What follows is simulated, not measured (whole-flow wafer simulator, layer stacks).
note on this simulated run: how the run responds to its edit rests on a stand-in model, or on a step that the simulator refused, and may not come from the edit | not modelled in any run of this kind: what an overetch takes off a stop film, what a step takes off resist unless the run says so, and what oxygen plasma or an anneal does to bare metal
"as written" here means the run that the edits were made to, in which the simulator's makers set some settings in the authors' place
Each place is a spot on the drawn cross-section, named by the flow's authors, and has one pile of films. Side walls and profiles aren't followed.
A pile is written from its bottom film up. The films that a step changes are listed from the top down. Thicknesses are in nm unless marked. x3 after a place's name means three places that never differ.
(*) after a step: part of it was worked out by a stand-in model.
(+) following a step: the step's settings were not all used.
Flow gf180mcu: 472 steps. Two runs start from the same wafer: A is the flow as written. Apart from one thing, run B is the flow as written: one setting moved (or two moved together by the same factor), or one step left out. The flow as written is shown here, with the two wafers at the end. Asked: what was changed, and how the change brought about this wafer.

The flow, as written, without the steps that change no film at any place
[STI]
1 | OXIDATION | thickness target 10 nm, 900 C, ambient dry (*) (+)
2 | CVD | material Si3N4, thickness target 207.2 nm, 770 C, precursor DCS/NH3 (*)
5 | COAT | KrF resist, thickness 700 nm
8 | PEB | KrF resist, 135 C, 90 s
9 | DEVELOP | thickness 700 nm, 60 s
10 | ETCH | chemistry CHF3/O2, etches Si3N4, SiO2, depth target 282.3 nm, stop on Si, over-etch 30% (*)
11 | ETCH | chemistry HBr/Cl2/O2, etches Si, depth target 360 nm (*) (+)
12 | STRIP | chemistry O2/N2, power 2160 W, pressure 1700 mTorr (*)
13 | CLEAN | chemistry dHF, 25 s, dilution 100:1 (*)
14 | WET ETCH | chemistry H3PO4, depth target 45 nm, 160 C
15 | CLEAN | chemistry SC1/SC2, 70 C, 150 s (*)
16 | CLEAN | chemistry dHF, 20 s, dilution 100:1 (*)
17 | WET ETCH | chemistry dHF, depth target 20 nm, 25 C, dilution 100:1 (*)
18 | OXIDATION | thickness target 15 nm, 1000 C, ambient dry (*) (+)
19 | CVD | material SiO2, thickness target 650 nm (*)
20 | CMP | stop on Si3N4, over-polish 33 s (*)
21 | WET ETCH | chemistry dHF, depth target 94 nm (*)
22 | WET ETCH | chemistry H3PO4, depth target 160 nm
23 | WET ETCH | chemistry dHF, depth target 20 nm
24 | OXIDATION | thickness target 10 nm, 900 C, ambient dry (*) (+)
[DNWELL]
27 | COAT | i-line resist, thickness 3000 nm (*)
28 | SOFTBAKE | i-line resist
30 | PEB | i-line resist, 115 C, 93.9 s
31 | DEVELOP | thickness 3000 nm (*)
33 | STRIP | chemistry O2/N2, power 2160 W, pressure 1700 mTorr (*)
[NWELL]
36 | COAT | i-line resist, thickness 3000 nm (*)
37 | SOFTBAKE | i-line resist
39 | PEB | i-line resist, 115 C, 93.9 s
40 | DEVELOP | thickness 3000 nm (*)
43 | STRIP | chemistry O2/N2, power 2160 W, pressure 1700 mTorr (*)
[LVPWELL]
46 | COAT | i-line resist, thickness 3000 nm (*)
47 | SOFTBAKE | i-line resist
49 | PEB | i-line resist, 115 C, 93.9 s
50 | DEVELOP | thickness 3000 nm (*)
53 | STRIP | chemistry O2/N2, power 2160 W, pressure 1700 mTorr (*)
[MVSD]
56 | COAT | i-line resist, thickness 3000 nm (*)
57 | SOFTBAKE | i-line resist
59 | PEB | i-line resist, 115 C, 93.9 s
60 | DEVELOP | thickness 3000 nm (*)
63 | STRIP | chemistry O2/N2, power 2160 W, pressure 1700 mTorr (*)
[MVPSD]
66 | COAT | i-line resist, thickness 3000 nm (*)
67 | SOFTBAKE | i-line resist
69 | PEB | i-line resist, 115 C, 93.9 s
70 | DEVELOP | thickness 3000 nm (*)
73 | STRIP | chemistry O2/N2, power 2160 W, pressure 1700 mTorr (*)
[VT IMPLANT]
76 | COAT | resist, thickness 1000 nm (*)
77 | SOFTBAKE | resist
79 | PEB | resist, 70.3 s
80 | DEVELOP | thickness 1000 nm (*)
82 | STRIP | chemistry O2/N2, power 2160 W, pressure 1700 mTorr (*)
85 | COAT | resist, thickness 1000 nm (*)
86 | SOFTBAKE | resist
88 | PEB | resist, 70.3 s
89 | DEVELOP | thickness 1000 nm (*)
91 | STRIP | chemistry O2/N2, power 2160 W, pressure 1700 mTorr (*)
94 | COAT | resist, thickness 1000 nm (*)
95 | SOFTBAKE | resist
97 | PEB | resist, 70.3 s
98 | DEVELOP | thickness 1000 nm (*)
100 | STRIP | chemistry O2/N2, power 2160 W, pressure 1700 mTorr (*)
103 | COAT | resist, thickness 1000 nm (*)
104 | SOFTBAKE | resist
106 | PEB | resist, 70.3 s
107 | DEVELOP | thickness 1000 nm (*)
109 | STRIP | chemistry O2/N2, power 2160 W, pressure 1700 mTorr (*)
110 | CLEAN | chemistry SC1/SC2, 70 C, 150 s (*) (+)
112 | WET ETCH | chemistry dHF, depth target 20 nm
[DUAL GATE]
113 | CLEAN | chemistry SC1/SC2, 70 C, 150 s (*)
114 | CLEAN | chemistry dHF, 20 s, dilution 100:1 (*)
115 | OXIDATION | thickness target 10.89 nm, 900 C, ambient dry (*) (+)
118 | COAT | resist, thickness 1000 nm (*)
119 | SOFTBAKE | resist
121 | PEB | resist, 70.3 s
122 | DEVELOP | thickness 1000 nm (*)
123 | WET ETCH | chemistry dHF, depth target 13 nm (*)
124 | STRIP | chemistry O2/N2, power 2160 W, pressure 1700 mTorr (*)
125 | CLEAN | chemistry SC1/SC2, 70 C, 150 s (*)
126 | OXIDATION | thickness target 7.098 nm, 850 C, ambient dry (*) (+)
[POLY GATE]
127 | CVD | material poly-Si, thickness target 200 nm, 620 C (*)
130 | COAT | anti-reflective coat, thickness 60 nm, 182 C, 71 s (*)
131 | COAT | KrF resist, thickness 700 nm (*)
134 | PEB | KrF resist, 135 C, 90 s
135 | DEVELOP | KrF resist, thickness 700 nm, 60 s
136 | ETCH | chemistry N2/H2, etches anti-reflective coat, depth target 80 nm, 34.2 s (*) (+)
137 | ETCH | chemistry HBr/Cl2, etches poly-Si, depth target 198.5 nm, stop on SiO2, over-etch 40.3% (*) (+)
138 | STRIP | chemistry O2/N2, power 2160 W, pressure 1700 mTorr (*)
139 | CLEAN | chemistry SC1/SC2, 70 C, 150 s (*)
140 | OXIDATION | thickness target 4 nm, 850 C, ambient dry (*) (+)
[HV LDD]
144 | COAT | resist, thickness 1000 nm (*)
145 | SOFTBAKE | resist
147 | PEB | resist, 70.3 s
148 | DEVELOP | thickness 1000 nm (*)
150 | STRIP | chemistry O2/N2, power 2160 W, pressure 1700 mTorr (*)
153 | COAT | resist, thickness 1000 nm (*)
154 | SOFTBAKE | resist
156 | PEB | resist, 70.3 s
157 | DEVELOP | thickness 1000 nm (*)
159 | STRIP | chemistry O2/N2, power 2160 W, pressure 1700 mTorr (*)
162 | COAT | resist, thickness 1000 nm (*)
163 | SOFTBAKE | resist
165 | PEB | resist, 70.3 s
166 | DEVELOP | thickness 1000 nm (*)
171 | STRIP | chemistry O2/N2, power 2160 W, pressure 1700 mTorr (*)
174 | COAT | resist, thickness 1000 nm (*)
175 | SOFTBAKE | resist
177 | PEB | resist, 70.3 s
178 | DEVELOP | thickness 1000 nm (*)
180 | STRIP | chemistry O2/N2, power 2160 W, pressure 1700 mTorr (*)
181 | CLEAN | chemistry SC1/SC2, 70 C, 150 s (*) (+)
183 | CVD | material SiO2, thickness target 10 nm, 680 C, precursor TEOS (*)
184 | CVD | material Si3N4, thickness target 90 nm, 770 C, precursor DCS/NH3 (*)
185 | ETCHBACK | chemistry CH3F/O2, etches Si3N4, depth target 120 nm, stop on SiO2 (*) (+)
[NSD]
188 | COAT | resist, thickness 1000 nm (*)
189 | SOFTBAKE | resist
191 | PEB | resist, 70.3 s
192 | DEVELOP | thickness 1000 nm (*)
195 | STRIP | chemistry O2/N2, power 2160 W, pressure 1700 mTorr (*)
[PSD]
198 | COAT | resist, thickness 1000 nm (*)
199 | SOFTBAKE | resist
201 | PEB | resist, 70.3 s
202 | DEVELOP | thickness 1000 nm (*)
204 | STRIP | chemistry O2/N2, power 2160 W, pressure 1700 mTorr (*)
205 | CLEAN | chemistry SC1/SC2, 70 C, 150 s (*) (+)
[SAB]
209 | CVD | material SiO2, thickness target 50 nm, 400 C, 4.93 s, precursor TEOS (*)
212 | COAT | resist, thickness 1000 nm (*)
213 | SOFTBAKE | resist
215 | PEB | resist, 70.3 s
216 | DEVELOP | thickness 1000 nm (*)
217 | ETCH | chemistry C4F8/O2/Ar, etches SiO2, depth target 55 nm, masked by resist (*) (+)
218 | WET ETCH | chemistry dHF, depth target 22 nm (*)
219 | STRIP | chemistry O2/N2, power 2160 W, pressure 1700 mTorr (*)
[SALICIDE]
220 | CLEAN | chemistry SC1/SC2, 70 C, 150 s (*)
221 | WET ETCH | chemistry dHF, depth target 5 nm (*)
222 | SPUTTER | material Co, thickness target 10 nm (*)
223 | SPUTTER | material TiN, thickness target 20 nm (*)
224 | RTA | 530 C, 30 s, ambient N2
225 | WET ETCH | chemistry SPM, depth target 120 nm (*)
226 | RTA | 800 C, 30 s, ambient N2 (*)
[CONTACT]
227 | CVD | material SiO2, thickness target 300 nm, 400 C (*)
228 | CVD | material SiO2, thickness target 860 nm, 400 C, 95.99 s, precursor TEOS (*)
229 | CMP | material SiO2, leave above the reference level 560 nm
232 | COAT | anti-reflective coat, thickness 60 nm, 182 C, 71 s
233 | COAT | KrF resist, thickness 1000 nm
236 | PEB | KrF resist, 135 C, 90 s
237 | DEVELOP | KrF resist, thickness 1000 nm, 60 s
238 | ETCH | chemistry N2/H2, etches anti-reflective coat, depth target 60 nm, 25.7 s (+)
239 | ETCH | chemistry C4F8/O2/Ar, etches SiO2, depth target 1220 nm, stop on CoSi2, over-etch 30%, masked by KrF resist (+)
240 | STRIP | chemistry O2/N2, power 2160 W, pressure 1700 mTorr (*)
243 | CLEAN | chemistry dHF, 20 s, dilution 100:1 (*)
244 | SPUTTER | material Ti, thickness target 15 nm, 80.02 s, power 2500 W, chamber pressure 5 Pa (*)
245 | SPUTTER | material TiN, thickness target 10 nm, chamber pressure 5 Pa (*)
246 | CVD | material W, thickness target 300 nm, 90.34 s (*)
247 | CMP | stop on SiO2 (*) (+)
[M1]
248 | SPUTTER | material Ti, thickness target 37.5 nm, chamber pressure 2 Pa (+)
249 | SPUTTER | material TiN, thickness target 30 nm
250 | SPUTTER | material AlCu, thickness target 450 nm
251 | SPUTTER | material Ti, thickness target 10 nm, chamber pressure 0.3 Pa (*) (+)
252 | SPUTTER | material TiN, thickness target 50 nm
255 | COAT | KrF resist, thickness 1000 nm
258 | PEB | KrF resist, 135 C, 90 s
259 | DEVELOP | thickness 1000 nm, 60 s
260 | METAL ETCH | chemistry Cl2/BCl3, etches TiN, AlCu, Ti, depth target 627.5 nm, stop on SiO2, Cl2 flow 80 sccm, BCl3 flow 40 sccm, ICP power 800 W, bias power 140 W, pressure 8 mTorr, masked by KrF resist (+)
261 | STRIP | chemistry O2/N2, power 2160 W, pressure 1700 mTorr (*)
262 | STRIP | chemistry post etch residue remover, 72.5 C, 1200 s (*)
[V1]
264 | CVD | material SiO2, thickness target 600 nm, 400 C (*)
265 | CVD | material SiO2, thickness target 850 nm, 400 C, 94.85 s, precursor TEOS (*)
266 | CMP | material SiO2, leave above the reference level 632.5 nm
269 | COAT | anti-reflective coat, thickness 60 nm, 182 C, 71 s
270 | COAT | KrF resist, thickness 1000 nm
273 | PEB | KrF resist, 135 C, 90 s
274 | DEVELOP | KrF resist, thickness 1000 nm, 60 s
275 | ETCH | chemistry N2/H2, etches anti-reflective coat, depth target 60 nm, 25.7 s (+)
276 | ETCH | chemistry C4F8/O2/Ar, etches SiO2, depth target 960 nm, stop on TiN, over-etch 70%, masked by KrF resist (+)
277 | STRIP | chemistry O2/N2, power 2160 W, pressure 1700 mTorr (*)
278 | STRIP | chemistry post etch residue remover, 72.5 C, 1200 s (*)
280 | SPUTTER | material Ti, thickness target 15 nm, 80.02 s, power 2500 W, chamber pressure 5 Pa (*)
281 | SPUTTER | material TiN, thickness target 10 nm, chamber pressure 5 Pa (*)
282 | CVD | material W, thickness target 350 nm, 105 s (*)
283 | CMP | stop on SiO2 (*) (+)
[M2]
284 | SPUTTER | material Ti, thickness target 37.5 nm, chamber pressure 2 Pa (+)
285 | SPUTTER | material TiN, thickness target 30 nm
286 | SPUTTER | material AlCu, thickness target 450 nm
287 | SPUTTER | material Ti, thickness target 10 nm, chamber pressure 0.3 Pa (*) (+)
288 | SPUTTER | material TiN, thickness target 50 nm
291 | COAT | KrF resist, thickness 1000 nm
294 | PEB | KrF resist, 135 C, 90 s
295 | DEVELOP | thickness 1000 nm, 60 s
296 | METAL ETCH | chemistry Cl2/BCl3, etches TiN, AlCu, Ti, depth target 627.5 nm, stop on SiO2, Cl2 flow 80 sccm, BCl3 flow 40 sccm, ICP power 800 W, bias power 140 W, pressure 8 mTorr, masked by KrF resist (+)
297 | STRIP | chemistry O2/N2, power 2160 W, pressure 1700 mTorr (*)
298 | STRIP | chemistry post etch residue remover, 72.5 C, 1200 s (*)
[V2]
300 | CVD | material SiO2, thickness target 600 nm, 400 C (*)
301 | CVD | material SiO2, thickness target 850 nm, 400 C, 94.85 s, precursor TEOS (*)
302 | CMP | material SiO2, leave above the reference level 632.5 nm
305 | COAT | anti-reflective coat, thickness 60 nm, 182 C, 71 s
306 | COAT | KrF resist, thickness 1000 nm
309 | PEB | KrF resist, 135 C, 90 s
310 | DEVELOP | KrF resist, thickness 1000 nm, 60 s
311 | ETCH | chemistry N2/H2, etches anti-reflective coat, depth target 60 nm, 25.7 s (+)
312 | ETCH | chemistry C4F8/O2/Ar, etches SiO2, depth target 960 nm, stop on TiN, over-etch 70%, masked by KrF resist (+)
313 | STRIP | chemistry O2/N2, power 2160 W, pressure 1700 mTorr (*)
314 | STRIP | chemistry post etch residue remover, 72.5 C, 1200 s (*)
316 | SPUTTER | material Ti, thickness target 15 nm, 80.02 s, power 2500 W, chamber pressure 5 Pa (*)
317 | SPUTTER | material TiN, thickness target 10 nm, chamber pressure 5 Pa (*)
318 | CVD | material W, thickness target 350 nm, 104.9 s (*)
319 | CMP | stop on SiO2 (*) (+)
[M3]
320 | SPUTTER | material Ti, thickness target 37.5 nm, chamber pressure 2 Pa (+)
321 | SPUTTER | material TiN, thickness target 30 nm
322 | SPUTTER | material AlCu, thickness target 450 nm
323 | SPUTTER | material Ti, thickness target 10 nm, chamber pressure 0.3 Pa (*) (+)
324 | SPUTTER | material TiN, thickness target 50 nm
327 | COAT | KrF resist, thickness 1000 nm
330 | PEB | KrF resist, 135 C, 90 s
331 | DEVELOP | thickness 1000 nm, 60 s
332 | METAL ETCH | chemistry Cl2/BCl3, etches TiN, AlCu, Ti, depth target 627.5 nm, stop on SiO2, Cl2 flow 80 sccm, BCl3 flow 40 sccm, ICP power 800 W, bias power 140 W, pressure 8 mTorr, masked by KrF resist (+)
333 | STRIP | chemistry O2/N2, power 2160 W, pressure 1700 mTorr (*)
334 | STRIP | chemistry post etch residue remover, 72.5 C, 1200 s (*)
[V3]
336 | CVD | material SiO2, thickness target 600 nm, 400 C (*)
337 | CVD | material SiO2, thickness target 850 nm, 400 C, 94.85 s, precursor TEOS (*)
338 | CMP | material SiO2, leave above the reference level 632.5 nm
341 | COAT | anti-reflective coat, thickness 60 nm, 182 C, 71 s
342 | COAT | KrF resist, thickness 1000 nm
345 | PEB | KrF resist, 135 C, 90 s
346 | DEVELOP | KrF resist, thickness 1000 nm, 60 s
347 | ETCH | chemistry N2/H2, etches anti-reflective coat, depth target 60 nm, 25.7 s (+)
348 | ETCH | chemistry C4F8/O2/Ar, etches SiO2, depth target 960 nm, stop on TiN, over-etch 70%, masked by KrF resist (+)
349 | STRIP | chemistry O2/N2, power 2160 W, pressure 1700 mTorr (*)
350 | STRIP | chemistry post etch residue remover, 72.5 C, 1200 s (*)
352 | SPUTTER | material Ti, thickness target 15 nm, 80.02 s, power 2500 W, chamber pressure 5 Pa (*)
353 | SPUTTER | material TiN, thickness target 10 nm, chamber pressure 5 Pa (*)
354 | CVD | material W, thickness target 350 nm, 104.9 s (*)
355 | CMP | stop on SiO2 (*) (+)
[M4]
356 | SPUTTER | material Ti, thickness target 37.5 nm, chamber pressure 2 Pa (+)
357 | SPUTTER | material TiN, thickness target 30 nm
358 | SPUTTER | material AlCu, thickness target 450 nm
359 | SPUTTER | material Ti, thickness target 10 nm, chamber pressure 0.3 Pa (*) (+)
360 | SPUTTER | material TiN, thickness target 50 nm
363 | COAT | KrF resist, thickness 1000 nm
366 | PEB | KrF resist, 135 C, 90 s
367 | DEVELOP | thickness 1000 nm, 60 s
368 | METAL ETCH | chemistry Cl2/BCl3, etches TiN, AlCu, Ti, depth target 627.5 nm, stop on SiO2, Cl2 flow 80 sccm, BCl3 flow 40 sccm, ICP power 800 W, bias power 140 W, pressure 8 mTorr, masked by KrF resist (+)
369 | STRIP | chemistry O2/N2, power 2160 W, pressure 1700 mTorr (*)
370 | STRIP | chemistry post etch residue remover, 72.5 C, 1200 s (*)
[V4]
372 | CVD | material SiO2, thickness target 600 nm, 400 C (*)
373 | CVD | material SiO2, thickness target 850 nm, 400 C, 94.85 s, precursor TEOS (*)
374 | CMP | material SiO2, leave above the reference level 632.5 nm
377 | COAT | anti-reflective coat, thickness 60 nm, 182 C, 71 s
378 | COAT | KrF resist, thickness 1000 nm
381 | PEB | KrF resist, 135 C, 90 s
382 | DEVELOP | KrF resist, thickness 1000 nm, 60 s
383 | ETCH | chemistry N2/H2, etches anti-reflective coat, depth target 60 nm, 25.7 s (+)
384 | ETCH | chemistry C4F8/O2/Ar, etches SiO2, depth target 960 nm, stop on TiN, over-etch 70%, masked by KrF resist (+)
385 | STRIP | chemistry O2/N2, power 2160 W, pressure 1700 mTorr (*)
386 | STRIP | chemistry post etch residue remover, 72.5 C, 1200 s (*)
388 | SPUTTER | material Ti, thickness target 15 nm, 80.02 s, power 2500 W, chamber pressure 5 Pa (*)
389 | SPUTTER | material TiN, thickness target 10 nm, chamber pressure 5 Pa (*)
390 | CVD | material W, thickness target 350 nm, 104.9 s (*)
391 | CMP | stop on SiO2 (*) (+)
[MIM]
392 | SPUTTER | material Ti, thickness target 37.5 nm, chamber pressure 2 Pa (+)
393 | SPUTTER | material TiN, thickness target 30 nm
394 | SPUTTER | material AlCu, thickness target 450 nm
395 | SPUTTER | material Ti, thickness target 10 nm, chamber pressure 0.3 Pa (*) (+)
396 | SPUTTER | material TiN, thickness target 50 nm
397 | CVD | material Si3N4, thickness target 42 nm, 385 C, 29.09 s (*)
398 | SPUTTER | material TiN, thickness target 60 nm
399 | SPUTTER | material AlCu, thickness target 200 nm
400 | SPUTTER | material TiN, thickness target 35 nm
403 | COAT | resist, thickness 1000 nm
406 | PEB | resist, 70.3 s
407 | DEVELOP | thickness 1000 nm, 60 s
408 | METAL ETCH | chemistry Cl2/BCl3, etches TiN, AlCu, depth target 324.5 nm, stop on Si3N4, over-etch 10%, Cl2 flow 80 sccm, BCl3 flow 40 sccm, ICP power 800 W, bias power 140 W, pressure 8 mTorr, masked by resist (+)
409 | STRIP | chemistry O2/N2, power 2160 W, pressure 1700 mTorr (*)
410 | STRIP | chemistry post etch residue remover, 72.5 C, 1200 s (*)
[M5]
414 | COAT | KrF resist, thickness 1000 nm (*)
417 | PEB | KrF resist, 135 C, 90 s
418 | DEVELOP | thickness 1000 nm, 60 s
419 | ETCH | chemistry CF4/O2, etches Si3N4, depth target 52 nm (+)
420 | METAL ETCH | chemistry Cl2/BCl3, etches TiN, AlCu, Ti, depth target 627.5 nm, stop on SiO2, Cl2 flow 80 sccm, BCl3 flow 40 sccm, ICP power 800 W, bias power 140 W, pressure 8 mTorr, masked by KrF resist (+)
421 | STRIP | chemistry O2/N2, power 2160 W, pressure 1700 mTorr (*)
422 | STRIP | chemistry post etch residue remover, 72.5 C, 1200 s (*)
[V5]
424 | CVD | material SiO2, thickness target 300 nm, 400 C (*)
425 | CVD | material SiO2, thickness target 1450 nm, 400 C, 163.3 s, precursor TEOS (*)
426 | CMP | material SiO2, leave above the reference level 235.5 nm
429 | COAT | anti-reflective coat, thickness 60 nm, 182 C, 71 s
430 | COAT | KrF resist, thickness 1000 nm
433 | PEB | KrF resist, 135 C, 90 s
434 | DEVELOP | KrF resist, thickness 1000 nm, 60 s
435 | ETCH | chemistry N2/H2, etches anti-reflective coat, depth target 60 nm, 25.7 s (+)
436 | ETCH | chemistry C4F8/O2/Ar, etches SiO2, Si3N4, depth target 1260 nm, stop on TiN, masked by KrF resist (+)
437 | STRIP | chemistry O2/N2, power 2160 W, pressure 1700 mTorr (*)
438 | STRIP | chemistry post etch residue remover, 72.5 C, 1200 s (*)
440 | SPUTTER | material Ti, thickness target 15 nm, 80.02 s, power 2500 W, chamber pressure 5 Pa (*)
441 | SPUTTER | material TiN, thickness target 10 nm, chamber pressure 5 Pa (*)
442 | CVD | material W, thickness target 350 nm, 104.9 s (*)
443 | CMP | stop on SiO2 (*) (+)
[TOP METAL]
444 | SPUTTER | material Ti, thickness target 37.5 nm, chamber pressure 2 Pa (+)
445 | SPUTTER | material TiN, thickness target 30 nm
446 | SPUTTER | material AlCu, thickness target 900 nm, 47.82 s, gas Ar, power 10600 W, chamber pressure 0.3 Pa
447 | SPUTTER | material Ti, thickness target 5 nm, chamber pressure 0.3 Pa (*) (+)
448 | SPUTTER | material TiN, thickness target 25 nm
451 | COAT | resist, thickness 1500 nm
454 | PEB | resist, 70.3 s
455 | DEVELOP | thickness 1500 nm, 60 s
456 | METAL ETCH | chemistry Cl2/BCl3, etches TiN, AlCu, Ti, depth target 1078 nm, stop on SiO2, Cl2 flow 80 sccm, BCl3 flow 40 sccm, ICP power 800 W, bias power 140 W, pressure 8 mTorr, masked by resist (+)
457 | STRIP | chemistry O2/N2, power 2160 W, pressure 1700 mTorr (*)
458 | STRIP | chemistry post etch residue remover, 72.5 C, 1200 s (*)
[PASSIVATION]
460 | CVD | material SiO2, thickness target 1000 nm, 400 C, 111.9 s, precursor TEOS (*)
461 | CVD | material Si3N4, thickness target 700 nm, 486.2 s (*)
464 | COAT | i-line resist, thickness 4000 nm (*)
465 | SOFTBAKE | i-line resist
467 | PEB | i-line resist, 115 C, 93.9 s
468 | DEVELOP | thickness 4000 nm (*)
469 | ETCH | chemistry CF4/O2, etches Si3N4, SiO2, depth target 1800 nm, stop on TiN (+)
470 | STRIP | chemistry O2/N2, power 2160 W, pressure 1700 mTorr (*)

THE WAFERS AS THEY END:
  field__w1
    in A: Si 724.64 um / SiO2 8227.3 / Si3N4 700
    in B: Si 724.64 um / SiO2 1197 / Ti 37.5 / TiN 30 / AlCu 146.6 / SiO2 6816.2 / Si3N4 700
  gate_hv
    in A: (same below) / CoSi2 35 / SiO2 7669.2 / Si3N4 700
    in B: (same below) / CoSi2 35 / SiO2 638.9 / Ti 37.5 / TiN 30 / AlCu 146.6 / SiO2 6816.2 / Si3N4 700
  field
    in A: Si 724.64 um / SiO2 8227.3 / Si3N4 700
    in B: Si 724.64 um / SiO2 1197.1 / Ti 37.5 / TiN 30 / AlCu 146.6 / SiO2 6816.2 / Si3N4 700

What caused this: step 260, METAL ETCH: depth target 357.7 nm was run, whereas the flow has depth target 627.5 nm.

The path from the change to this, step by step:
  260 | METAL ETCH | chemistry Cl2/BCl3, etches TiN, AlCu, Ti, depth target 627.5 nm, stop on SiO2, Cl2 flow 80 sccm, BCl3 flow 40 sccm, ICP power 800 W, bias power 140 W, pressure 8 mTorr, masked by KrF resist (+)
      field, field__w1, field__w2 and 99 more: A TiN loses 50 (all of it), Ti loses 10 (all of it), AlCu loses 450 (all of it), TiN loses 30 (all of it), Ti loses 37.5 (all of it) | B TiN loses 50 (all of it), Ti loses 10 (all of it), AlCu loses 297.7
      field__w8, contact, m1 and 6 more: A KrF resist loses 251 | B KrF resist loses 143.1
  261 | STRIP | chemistry O2/N2, power 2160 W, pressure 1700 mTorr (*)
      field__w8, contact, m1 and 6 more: A KrF resist loses 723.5 (all of it) | B KrF resist loses 831.4 (all of it)
  262 | STRIP | chemistry post etch residue remover, 72.5 C, 1200 s (*)
      field, field__w1, field__w2 and 99 more: A nothing | B AlCu loses 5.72
  264 | CVD | material SiO2, thickness target 600 nm, 400 C (*)
      field, field__w1, field__w2 and 99 more: A SiO2 gains 600 | B SiO2 gains 600 (new film)
  266 | CMP | material SiO2, leave above the reference level 632.5 nm
      field, field__w1, field__w2 and 99 more: A SiO2 loses 300 | B SiO2 loses 514.1
If metal films that touch count as one body, field__w1 has 1 body; the flow as written gives 0 bodies.
If metal films that touch count as one body, gate_hv has 2 bodies (between them, from the top down: SiO2 638.9); the flow as written gives 1 body.
If metal films that touch count as one body, field has 1 body; the flow as written gives 0 bodies.
